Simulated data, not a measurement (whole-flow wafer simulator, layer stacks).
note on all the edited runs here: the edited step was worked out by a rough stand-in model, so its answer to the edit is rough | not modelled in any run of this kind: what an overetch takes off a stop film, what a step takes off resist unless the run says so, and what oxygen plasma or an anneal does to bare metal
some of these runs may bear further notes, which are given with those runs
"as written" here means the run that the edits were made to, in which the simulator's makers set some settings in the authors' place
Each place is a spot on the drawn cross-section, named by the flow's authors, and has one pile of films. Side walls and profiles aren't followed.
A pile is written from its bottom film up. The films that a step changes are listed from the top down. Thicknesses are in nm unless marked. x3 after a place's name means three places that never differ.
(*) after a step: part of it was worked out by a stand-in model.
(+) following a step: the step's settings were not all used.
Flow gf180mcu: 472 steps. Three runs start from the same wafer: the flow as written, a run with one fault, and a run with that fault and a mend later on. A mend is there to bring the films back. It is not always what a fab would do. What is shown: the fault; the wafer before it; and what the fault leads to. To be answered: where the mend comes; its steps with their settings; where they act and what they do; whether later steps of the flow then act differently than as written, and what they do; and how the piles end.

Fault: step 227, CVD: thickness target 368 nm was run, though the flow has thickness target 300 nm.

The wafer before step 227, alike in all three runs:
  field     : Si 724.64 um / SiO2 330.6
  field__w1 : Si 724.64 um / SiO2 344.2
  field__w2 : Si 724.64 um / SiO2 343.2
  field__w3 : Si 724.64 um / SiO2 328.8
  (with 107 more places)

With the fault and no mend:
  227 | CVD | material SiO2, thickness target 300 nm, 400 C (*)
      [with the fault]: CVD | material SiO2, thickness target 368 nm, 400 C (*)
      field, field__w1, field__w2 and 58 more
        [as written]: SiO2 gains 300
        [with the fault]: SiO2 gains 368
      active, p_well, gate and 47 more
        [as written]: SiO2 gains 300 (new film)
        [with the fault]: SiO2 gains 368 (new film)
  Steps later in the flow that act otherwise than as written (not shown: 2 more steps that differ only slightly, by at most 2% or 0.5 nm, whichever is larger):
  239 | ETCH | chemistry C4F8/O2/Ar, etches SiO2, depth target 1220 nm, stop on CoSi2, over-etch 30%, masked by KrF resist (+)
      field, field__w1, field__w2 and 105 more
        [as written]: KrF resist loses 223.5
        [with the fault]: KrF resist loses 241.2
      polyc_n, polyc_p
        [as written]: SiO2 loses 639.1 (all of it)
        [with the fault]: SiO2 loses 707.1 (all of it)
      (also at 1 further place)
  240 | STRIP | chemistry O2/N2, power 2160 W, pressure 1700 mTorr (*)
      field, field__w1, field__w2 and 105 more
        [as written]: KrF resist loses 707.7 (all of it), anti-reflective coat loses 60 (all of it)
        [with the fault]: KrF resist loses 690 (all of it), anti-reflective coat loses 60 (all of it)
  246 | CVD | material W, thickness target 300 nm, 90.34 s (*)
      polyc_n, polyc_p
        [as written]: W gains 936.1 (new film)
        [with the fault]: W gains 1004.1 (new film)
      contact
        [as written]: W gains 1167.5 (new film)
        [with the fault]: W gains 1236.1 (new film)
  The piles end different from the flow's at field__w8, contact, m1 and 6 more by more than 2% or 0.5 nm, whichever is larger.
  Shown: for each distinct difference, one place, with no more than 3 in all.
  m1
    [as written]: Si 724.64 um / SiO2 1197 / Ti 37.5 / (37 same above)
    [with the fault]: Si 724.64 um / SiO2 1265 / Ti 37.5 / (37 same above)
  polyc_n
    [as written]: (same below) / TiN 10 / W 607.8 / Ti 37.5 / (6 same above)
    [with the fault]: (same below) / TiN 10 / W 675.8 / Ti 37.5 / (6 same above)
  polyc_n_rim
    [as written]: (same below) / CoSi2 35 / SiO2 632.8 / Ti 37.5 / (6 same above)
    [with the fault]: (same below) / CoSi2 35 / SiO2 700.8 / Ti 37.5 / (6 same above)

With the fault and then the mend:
  After step 227 comes the mend.
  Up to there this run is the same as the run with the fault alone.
  227a | WET ETCH | chemistry dHF, depth target 68 nm, 25 C, dilution 100:1 (*) (the flow's step 17 again, with other settings)
      field, field__w1, field__w2 and 108 more
        SiO2 loses 68
  Every later step of the flow that is run acts as written at every place that is followed.
  At every place that both follow, the piles at the end match the flow's.
